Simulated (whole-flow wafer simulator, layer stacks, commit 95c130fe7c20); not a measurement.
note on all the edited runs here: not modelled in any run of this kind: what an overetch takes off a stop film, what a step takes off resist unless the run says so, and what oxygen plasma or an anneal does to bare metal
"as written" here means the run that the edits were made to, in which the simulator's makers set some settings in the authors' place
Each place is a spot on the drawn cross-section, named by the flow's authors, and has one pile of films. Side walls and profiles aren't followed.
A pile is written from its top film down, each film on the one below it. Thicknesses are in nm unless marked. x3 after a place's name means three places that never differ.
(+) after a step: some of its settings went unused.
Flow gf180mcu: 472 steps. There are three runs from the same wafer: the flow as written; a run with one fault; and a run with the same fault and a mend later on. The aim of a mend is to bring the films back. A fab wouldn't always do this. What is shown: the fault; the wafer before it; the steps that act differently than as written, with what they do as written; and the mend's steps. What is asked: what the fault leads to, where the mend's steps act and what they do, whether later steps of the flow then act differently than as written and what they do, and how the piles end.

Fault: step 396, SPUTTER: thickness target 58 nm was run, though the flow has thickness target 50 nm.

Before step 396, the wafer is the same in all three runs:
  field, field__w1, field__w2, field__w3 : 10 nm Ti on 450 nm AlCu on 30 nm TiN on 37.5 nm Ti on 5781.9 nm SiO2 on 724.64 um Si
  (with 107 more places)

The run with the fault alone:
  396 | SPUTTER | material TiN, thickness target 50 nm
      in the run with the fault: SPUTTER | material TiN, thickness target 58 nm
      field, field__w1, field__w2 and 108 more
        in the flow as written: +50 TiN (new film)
        in the run with the fault: +58 TiN (new film)
  Steps further on in the flow that do not act as written (not shown: 1 more step that differs only slightly, by at most 2% or 0.5 nm, whichever is larger):
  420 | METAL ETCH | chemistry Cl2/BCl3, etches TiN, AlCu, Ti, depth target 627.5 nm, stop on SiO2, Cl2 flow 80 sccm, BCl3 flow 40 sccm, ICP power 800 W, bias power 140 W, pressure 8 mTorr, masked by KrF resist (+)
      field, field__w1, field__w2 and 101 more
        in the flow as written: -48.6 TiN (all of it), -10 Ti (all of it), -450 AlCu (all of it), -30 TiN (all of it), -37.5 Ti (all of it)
        in the run with the fault: -56.6 TiN (all of it), -10 Ti (all of it), -450 AlCu (all of it), -30 TiN (all of it), -37.5 Ti (all of it)
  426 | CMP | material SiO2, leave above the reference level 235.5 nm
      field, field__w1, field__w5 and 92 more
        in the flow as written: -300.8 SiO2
        in the run with the fault: -292.8 SiO2
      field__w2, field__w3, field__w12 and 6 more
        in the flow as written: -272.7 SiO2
        in the run with the fault: -264.3 SiO2
  At field__w4, field__w8, contact, m1, m1__w1, mim, mim_1p0, m1_nw, the piles at the end differ from the flow's by more than 2% or 0.5 nm, whichever is larger.
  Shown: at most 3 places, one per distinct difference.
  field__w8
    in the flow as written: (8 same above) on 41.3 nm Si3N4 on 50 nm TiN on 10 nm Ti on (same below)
    in the run with the fault: (8 same above) on 41.3 nm Si3N4 on 58 nm TiN on 10 nm Ti on (same below)
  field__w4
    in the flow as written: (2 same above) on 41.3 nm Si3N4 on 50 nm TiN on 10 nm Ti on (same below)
    in the run with the fault: (2 same above) on 41.3 nm Si3N4 on 58 nm TiN on 10 nm Ti on (same below)
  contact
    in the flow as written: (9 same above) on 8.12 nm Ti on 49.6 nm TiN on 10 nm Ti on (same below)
    in the run with the fault: (9 same above) on 8.12 nm Ti on 57.6 nm TiN on 10 nm Ti on (same below)

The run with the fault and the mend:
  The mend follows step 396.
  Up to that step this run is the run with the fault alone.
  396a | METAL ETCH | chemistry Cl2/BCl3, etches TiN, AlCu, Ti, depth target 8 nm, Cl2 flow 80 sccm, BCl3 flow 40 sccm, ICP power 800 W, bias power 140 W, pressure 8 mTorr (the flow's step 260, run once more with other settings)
      field, field__w1, field__w2 and 108 more
        -8 TiN
  Later steps of the flow that are run all act as written at every place that is followed.
  The piles end the same as the flow's at every place that both follow.
